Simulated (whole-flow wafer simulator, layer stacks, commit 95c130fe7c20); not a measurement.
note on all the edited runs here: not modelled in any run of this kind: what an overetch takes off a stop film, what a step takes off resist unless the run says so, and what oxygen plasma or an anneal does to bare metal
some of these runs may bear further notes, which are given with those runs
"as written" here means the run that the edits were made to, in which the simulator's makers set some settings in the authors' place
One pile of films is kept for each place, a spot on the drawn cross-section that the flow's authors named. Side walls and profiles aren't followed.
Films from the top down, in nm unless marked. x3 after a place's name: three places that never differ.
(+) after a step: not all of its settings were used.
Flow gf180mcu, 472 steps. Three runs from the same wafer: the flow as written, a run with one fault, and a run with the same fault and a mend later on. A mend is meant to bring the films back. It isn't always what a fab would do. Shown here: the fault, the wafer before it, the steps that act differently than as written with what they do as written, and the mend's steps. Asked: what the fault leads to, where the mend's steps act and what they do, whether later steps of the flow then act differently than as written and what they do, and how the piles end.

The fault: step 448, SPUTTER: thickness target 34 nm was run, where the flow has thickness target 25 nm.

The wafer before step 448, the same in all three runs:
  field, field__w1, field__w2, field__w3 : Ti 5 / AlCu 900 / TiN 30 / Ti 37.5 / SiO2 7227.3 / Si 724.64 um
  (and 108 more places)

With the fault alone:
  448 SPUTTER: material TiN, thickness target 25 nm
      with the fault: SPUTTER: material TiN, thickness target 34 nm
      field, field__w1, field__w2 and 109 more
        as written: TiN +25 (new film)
        with the fault: TiN +34 (new film)
  Later steps of the flow that act differently than as written (4 more steps differ only slightly, by at most 2% or 0.5 nm, whichever is larger, and aren't shown):
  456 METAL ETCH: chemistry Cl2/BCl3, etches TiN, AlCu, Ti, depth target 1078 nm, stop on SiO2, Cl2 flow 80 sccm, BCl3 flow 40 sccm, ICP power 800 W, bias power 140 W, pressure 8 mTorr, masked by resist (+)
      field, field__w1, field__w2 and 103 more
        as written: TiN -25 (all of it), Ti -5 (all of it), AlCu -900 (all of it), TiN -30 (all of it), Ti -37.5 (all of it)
        with the fault: TiN -34 (all of it), Ti -5 (all of it), AlCu -900 (all of it), TiN -30 (all of it), Ti -37.5 (all of it)
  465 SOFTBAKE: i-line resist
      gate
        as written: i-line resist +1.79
        with the fault: i-line resist -0.29
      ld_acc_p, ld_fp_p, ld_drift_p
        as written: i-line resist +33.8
        with the fault: i-line resist +27.3
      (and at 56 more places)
  At the end the piles differ from the flow's by more than 2% or 0.5 nm, whichever is larger, at field__w8, contact, m1, m1__w1, pad, m1_nw.
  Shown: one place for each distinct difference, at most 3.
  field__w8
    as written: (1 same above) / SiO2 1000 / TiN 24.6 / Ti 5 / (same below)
    with the fault: (1 same above) / SiO2 1000 / TiN 33.6 / Ti 5 / (same below)
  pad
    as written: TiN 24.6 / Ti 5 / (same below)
    with the fault: TiN 33.6 / Ti 5 / (same below)

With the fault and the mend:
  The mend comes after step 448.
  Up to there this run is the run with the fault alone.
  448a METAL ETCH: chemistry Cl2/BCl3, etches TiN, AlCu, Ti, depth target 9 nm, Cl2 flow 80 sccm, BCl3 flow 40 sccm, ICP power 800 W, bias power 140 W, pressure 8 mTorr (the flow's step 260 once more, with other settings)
      field, field__w1, field__w2 and 109 more
        TiN -9
  No later step of the flow acts differently than as written at any place that is followed.
  At the end the piles are the same as the flow's at every place that both follow.
